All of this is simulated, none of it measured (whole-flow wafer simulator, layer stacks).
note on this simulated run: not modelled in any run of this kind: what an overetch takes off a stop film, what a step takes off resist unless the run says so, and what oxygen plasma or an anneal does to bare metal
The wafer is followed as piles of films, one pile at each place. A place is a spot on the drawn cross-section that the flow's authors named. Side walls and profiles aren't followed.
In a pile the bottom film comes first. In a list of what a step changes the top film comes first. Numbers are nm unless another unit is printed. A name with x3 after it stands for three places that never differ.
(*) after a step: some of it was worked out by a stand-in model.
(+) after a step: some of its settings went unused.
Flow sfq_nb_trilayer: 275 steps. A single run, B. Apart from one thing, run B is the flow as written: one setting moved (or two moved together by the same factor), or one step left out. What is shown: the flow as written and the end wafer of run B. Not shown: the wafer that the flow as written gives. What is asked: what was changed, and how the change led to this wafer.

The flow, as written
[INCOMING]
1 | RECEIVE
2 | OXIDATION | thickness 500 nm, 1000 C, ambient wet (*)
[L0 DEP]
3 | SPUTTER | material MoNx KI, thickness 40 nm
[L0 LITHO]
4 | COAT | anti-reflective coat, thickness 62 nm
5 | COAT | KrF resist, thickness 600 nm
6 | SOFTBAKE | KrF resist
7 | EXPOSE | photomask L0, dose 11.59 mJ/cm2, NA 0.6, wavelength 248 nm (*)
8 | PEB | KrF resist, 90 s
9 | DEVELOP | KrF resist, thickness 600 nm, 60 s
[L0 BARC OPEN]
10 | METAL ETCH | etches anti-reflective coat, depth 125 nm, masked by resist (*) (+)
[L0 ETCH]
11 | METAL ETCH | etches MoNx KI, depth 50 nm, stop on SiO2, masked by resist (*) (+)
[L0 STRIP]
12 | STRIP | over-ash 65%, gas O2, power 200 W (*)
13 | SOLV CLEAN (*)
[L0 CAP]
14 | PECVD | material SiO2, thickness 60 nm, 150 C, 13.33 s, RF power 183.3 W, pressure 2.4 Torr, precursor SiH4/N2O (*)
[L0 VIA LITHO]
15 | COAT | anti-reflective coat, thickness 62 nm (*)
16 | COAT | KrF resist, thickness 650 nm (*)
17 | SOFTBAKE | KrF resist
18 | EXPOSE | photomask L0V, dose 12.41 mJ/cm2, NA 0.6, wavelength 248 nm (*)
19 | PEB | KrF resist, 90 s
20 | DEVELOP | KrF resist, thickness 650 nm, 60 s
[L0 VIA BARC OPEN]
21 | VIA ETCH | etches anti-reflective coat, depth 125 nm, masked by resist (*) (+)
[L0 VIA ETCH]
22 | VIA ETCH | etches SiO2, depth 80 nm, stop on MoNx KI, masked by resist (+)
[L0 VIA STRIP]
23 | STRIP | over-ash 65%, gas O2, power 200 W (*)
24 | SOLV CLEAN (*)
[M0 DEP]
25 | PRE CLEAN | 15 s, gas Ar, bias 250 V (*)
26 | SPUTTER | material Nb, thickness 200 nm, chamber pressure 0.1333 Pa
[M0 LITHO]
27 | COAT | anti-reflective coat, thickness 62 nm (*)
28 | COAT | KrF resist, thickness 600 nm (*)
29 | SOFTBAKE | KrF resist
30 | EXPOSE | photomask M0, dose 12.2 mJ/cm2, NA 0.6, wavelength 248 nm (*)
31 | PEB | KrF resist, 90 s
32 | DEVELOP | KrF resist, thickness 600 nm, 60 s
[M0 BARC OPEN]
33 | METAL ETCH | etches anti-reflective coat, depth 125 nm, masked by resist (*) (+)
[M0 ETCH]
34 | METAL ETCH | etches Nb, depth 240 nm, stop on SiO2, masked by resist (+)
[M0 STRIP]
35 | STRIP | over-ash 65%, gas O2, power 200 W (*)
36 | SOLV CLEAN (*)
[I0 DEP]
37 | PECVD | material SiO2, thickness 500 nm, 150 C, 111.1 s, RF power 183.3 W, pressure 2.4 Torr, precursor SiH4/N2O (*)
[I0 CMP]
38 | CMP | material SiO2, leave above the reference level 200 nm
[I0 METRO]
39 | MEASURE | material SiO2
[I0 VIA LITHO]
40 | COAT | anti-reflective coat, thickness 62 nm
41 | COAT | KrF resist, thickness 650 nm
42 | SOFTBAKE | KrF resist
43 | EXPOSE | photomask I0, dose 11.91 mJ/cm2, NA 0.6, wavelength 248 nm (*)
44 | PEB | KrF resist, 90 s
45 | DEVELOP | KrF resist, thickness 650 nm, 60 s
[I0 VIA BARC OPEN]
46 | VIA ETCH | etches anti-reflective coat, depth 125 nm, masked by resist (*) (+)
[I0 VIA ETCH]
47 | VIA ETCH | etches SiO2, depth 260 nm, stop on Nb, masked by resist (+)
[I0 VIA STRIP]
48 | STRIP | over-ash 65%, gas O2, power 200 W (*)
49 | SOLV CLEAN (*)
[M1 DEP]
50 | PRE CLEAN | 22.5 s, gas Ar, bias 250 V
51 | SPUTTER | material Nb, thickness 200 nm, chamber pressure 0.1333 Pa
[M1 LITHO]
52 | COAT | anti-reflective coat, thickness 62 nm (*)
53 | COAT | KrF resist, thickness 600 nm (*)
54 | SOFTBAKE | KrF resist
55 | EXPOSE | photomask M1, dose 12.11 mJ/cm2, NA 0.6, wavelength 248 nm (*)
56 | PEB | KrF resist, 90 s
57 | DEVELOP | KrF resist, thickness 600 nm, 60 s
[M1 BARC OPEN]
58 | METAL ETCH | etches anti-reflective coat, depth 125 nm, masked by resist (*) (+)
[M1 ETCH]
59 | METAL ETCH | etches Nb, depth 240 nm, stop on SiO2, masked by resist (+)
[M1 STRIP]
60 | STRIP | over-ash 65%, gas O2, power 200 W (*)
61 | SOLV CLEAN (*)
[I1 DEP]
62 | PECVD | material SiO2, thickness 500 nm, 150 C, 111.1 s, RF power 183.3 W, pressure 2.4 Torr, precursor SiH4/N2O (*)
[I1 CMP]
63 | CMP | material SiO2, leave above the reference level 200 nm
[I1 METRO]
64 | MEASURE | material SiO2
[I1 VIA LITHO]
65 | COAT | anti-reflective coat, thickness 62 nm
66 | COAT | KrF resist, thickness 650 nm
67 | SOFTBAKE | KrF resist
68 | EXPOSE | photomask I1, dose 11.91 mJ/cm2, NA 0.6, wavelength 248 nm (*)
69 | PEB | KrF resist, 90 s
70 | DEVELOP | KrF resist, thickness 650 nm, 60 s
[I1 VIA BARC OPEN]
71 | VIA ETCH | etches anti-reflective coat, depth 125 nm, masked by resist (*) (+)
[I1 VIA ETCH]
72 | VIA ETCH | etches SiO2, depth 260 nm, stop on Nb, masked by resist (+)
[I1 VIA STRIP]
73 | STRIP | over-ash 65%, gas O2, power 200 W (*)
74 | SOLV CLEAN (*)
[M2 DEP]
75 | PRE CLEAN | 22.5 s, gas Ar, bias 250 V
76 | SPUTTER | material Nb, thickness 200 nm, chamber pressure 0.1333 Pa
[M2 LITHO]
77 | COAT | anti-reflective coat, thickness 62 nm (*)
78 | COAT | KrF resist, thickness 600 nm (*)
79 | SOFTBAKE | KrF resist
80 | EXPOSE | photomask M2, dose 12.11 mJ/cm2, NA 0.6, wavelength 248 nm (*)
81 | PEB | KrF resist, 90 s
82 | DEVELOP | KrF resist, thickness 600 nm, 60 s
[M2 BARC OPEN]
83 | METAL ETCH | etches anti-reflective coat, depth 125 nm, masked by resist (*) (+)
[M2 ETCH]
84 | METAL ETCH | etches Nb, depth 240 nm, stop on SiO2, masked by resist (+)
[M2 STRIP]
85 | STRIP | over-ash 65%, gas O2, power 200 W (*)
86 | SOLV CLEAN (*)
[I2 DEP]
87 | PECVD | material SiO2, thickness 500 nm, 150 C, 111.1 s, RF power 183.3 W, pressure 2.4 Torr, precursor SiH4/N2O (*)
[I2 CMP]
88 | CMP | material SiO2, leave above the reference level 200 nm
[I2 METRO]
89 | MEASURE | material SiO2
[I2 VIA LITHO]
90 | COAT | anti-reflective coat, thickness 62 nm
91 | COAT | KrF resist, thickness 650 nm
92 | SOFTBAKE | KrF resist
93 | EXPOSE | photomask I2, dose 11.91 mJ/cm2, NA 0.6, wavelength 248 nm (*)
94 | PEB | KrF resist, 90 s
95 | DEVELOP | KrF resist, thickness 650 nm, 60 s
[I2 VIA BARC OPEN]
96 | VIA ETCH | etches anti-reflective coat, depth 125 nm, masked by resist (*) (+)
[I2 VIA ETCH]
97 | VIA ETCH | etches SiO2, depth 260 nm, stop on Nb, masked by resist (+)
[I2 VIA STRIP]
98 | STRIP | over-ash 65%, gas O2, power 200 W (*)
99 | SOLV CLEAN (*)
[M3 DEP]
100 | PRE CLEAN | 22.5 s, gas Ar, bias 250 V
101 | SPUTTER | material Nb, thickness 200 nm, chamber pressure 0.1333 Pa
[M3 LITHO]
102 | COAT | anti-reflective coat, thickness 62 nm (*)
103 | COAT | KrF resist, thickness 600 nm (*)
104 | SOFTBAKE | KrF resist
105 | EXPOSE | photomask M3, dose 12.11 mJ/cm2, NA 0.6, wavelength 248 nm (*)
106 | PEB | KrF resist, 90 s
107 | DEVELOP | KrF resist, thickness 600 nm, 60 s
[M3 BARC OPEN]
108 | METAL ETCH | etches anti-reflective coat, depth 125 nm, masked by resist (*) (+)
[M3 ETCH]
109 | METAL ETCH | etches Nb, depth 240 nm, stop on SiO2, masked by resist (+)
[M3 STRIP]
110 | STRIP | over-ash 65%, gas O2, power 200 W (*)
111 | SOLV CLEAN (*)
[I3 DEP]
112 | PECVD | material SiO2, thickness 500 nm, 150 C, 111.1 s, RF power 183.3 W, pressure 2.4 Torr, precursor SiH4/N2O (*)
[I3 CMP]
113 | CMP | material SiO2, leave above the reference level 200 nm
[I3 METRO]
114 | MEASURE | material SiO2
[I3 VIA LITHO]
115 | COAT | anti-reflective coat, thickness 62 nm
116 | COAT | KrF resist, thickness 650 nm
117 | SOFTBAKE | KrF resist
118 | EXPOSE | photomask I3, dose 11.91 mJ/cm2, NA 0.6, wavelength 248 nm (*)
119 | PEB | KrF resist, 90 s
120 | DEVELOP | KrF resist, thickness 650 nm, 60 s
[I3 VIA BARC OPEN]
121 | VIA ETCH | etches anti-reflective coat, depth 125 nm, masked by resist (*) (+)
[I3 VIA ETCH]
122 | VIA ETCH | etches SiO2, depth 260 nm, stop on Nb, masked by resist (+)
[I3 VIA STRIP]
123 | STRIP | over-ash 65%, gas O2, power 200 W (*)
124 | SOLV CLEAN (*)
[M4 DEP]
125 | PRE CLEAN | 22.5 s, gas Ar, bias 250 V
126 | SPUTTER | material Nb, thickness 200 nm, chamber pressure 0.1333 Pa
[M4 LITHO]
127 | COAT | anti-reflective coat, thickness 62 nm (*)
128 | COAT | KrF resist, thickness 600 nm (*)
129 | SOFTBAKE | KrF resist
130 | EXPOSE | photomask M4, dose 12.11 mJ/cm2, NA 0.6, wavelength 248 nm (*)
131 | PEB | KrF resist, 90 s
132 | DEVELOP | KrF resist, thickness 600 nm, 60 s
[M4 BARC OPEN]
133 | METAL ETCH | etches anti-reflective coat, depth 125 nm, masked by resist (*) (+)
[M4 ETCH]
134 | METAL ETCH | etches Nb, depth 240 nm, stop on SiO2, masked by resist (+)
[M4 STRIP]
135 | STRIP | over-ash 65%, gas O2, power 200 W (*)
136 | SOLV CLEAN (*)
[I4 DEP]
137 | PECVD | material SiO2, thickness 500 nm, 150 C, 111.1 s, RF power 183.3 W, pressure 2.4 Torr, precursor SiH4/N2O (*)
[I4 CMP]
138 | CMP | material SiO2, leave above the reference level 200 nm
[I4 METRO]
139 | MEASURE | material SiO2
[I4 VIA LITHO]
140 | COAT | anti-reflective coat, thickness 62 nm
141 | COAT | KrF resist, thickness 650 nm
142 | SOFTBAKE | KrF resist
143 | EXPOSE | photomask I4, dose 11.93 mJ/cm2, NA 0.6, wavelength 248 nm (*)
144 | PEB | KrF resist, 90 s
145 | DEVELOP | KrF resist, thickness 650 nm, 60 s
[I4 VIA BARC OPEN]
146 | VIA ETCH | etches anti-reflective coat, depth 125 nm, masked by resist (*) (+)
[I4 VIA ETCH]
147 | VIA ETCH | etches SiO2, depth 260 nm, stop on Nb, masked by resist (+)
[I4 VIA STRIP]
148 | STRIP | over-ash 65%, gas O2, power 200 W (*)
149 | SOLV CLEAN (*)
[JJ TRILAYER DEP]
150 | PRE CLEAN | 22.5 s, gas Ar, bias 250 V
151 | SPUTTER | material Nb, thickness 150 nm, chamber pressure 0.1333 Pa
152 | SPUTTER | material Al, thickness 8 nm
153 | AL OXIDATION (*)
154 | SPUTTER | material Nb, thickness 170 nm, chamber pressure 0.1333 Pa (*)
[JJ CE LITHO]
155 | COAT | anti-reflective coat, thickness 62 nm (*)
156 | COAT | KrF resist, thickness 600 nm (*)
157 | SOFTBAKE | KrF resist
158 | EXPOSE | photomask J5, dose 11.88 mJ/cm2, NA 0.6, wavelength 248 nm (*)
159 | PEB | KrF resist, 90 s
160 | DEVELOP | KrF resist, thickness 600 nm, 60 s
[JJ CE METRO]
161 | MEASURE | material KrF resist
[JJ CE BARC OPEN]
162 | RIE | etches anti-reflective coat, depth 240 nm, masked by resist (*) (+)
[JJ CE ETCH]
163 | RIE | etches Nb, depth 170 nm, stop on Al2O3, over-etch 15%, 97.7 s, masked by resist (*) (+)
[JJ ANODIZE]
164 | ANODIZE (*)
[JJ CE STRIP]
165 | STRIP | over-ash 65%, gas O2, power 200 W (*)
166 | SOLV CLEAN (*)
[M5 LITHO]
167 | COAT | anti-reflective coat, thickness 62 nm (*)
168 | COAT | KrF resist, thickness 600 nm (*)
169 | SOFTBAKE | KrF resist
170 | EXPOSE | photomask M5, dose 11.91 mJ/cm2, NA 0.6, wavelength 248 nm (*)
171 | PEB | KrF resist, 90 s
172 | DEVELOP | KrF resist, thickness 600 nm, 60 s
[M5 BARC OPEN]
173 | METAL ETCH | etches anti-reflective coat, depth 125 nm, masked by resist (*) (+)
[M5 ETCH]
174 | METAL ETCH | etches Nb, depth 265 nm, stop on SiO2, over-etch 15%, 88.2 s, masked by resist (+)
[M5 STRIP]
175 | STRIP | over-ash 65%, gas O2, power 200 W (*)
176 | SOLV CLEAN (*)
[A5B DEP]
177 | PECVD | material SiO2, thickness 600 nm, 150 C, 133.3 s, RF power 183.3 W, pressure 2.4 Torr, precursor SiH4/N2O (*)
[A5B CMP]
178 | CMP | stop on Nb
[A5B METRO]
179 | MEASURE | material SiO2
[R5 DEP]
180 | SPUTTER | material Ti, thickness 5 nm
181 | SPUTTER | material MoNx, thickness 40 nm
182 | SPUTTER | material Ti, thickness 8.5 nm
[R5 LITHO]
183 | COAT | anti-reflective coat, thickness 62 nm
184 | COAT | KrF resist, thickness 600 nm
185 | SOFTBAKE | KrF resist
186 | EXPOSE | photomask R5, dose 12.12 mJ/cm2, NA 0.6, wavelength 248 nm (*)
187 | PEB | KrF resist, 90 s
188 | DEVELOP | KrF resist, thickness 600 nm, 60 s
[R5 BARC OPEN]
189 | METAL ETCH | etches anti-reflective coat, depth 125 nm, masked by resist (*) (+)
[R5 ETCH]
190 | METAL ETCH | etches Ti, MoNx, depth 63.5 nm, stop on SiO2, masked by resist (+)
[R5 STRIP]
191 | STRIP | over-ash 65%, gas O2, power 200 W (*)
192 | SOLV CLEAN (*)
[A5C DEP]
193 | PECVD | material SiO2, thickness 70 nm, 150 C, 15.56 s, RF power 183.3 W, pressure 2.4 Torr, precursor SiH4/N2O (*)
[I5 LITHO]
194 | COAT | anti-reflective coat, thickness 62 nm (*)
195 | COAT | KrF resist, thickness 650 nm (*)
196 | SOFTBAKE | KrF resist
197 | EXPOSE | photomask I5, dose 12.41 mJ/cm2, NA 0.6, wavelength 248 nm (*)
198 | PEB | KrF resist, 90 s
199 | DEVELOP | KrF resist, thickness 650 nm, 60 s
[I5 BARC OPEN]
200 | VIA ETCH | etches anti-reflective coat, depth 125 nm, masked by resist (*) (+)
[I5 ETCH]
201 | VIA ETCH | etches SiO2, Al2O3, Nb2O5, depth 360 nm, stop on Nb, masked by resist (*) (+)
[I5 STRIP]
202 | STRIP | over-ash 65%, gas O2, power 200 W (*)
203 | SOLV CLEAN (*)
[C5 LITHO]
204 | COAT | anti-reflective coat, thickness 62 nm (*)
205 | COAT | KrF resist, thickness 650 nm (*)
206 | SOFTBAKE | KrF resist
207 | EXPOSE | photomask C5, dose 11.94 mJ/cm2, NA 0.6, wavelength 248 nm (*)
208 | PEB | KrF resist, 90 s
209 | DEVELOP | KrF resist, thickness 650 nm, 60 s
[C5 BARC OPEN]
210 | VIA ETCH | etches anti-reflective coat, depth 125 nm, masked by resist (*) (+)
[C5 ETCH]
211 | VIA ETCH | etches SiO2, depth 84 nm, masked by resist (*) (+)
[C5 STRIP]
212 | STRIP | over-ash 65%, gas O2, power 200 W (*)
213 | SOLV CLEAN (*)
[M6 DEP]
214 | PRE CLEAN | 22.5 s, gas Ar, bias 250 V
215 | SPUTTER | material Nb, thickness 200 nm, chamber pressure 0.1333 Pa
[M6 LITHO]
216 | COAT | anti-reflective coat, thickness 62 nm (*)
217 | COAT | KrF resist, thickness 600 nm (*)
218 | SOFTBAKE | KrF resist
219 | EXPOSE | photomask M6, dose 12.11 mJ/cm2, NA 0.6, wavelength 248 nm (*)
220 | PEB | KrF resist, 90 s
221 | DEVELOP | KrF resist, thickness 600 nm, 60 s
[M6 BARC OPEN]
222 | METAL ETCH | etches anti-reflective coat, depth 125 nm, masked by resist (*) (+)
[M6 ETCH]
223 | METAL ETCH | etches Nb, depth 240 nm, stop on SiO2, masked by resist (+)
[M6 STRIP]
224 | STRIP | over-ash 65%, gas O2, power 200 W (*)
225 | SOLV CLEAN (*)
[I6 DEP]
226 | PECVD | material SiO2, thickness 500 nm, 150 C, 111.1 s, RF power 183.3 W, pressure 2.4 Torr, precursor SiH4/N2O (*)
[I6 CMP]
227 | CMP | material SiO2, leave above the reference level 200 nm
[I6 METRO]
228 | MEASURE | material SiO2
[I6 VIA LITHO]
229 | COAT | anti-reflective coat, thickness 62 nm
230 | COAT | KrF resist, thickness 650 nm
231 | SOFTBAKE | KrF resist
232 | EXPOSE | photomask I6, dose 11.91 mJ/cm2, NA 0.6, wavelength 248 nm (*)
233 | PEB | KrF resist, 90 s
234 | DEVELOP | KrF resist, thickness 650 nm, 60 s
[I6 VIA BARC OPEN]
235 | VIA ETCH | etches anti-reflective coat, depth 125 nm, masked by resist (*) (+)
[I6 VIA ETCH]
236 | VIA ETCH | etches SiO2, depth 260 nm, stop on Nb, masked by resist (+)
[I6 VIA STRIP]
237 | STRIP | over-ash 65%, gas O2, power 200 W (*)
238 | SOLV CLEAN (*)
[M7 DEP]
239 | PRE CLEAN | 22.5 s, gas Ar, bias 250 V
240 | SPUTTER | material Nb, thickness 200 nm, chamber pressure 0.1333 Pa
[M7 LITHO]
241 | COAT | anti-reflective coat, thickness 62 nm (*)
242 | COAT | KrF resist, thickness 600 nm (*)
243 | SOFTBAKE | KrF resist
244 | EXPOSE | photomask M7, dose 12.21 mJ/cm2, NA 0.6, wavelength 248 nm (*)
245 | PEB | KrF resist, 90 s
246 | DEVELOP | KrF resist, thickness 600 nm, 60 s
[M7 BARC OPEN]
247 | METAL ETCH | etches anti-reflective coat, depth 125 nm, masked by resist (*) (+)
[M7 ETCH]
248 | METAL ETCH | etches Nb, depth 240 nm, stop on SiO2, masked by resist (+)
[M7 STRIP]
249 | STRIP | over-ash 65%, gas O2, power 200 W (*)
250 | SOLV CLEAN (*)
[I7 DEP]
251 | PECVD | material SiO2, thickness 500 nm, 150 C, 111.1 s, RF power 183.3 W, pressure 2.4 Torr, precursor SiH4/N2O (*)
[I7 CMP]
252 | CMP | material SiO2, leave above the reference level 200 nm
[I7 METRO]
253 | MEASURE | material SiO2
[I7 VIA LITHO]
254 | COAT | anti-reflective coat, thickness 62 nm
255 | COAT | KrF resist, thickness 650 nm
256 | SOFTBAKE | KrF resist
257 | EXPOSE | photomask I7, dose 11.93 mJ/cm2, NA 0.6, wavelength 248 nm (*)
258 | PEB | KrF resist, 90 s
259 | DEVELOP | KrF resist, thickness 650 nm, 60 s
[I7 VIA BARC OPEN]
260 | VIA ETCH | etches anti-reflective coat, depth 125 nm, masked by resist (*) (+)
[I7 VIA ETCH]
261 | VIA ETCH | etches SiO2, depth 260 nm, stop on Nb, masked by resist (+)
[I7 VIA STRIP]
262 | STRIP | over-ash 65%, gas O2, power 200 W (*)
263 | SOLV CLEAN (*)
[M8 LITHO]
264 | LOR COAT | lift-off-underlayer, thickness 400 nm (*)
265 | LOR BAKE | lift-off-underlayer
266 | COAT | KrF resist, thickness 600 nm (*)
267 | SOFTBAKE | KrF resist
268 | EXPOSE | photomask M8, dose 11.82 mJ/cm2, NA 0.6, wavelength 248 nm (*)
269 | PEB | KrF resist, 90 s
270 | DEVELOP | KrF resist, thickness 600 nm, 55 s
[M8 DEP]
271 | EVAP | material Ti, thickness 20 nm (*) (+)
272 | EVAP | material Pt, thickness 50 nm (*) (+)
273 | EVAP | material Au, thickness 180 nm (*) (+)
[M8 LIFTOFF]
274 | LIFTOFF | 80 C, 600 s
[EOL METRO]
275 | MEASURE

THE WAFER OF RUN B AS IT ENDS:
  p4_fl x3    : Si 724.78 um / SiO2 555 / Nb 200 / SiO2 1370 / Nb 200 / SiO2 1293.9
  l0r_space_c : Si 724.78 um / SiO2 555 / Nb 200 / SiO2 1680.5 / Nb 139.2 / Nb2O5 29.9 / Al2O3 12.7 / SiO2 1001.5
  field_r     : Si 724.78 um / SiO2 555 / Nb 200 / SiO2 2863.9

What caused this: step 138, CMP: leave above the reference level 118 nm was run, whereas the flow has leave above the reference level 200 nm.

Step by step, how the change led to this:
  138 | CMP | material SiO2, leave above the reference level 200 nm
      field_l, be, be_sur and 55 more: SiO2 loses 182 (it would be, as written: SiO2 loses 100)
      v_sur, via_wl, via_w and 35 more: SiO2 loses 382 (it would be, as written: SiO2 loses 300)
      (also at 10 further places)
  147 | VIA ETCH | etches SiO2, depth 260 nm, stop on Nb, masked by resist (+)
      field_l, v_sur, via_sp and 100 more: KrF resist loses 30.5 (it would be, as written: KrF resist loses 44.8)
      via_wl, via_w, via_wr: SiO2 loses 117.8 (all of it) (it would be, as written: SiO2 loses 199.8 (all of it))
  148 | STRIP | over-ash 65%, gas O2, power 200 W (*)
      field_l, v_sur, via_sp and 100 more: KrF resist loses 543 (all of it), anti-reflective coat loses 62 (all of it) (it would be, as written: KrF resist loses 528.6 (all of it), anti-reflective coat loses 62 (all of it))
  151 | SPUTTER | material Nb, thickness 150 nm, chamber pressure 0.1333 Pa
      via_wl, via_w, via_wr: Nb gains 140 (it would be, as written: Nb gains 130.4)
  152 | SPUTTER | material Al, thickness 8 nm
      via_wl, via_wr: Al gains 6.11 (new film) (it would be, as written: Al gains 5.14 (new film))
      via_w: Al gains 7.82 (new film) (it would be, as written: Al gains 7.12 (new film))
  154 | SPUTTER | material Nb, thickness 170 nm, chamber pressure 0.1333 Pa (*)
      via_wl, via_wr: Nb gains 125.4 (new film) (it would be, as written: Nb gains 140.7 (new film))
      via_w: Nb gains 166.6 (new film) (it would be, as written: Nb gains 141 (new film))
  155 | COAT | anti-reflective coat, thickness 62 nm (*)
      via_wl, via_wr: anti-reflective coat gains 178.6 (new film) (it would be, as written: anti-reflective coat gains 209.4 (new film))
      v_sur: anti-reflective coat gains 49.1 (new film) (it would be, as written: anti-reflective coat gains 45.1 (new film))
      (also at 2 further places)
  156 | COAT | KrF resist, thickness 600 nm (*)
      via_wl: KrF resist gains 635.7 (new film) (it would be, as written: KrF resist gains 663 (new film))
      via_w: KrF resist gains 677.2 (new film) (it would be, as written: KrF resist gains 763.8 (new film))
      (also at 1 further place)
  160 | DEVELOP | KrF resist, thickness 600 nm, 60 s
      via_wl: KrF resist loses 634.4 (all of it) (it would be, as written: KrF resist loses 661.6 (all of it))
      via_w: KrF resist loses 675.8 (all of it) (it would be, as written: KrF resist loses 762.1 (all of it))
      (also at 1 further place)
  162 | RIE | etches anti-reflective coat, depth 240 nm, masked by resist (*) (+)
      ce_l, c5j, ce_r, wl_jj: KrF resist loses 178.6 (it would be, as written: KrF resist loses 209.4)
      via_wl, via_wr: anti-reflective coat loses 178.6 (all of it) (it would be, as written: anti-reflective coat loses 209.4 (all of it))
      (also at 3 further places)
  163 | RIE | etches Nb, depth 170 nm, stop on Al2O3, over-etch 15%, 97.7 s, masked by resist (*) (+)
      via_w: Nb loses 166.6 (all of it), Al2O3 loses 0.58 (it would be, as written: Nb loses 141 (all of it), Al2O3 loses 0.96 (all of it))
      via_wl, via_wr: Nb loses 125.4 (all of it), Al2O3 loses 0.96 (all of it) (it would be, as written: Nb loses 140.7 (all of it), Al2O3 loses 0.96 (all of it))
  164 | ANODIZE (*)
      via_w: Al2O3 gains 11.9, Nb2O5 gains 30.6 (new film), Al loses 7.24 (all of it), Nb loses 11 (it would be, as written: Al2O3 gains 10.8 (new film), Nb2O5 gains 33.3 (new film), Al loses 6.54 (all of it), Nb loses 12)
      via_wl, via_wr: Al2O3 gains 9.13 (new film), Nb2O5 gains 36.3 (new film), Al loses 5.53 (all of it), Nb loses 13.1 (it would be, as written: Al2O3 gains 7.52 (new film), Nb2O5 gains 39.2 (new film), Al loses 4.56 (all of it), Nb loses 14.1)
  165 | STRIP | over-ash 65%, gas O2, power 200 W (*)
      c5j, ce_r: KrF resist loses 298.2 (all of it), anti-reflective coat loses 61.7 (all of it) (it would be, as written: KrF resist loses 266.9 (all of it), anti-reflective coat loses 61.5 (all of it))
      ce_l: KrF resist loses 298.2 (all of it), anti-reflective coat loses 61.7 (all of it) (it would be, as written: KrF resist loses 266.8 (all of it), anti-reflective coat loses 61.4 (all of it))
      (also at 1 further place)
  167 | COAT | anti-reflective coat, thickness 62 nm (*)
      v_sur: anti-reflective coat gains 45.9 (new film) (it would be, as written: anti-reflective coat gains 44.9 (new film))
      via_wl: anti-reflective coat gains 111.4 (new film) (it would be, as written: anti-reflective coat gains 170.5 (new film))
      (also at 3 further places)
  168 | COAT | KrF resist, thickness 600 nm (*)
      v_sur: KrF resist gains 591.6 (new film) (it would be, as written: KrF resist gains 577.9 (new film))
      via_w: KrF resist gains 675.9 (new film) (it would be, as written: KrF resist gains 732.6 (new film))
  175 | STRIP | over-ash 65%, gas O2, power 200 W (*)
      v_sur: KrF resist loses 362.8 (all of it), anti-reflective coat loses 45.9 (all of it) (it would be, as written: KrF resist loses 349.2 (all of it), anti-reflective coat loses 44.9 (all of it))
      via_wl: KrF resist loses 415.2 (all of it), anti-reflective coat loses 111.4 (all of it) (it would be, as written: KrF resist loses 427 (all of it), anti-reflective coat loses 170.5 (all of it))
      (also at 3 further places)
  178 | CMP | stop on Nb
      via_wl, via_wr: SiO2 loses 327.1 (it would be, as written: SiO2 loses 235.7)
      via_w: SiO2 loses 326.6 (it would be, as written: SiO2 loses 235.2)
